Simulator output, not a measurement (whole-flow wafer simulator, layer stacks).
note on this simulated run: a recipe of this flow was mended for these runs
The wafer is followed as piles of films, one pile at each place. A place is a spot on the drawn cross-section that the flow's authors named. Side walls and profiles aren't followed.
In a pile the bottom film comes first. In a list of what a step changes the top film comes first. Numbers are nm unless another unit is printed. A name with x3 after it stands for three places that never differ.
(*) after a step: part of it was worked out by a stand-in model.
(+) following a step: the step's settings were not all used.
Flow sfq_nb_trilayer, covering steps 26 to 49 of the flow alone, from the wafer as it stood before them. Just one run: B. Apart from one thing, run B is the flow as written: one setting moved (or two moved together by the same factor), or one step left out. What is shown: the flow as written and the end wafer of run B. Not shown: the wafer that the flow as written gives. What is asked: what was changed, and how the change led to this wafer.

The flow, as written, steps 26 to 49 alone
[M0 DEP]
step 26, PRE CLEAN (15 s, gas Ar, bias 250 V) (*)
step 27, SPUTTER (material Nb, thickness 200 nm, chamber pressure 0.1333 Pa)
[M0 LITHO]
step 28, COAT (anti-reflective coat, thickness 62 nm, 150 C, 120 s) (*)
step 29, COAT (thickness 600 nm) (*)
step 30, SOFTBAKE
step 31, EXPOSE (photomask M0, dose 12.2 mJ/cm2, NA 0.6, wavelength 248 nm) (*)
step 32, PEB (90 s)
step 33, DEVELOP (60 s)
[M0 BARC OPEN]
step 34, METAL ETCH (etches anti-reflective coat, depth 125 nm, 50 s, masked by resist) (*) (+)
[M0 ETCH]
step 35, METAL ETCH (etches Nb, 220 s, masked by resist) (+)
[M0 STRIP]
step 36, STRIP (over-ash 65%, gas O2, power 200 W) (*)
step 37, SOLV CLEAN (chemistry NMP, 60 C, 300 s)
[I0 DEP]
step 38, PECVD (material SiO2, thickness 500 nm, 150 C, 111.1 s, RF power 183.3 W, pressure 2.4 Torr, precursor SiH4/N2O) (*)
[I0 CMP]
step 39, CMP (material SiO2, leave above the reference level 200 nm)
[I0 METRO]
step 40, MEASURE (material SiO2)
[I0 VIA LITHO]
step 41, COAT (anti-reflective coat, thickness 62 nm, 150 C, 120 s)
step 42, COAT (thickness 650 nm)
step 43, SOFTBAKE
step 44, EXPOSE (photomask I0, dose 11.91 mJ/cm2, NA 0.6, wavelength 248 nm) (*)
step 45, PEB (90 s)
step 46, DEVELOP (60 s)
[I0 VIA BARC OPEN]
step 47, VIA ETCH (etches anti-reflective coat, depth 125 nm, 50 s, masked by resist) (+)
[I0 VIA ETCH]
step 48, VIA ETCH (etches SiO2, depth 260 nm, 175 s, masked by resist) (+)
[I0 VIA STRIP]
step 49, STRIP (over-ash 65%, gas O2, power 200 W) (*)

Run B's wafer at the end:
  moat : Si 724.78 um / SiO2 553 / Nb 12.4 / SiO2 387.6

What caused this: step 35, METAL ETCH: 172 s was run, while the flow as written has 220 s.

The path from the change to this, step by step:
  step 35, METAL ETCH (etches Nb, 220 s, masked by resist) (+)
      moat, m0r_space_l x2: -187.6 Nb (it would be, as written: -200 Nb (all of it), -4 SiO2)
      field_l, v_sur, via_wl and 100 more: -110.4 KrF-resist-other-grade (it would be, as written: -141.2 KrF-resist-other-grade)
  step 36, STRIP (over-ash 65%, gas O2, power 200 W) (*)
      p4_fl x71: -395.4 KrF-resist-other-grade (all of it), -62 anti-reflective coat (all of it) (it would be, as written: -364.6 KrF-resist-other-grade (all of it), -62 anti-reflective coat (all of it))
      jj_sur, ce_l, c5j, res, r_end: -401.3 KrF-resist-other-grade (all of it), -63.7 anti-reflective coat (all of it) (it would be, as written: -370.5 KrF-resist-other-grade (all of it), -63.7 anti-reflective coat (all of it))
      (and at 27 other places as well)
  step 38, PECVD (material SiO2, thickness 500 nm, 150 C, 111.1 s, RF power 183.3 W, pressure 2.4 Torr, precursor SiH4/N2O) (*)
      moat, m0r_space_l x2: +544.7 SiO2 (new film) (it would be, as written: +561.1 SiO2)
Taking metal films that touch as one body, moat has 1 body; the flow as written gives 0 bodies.
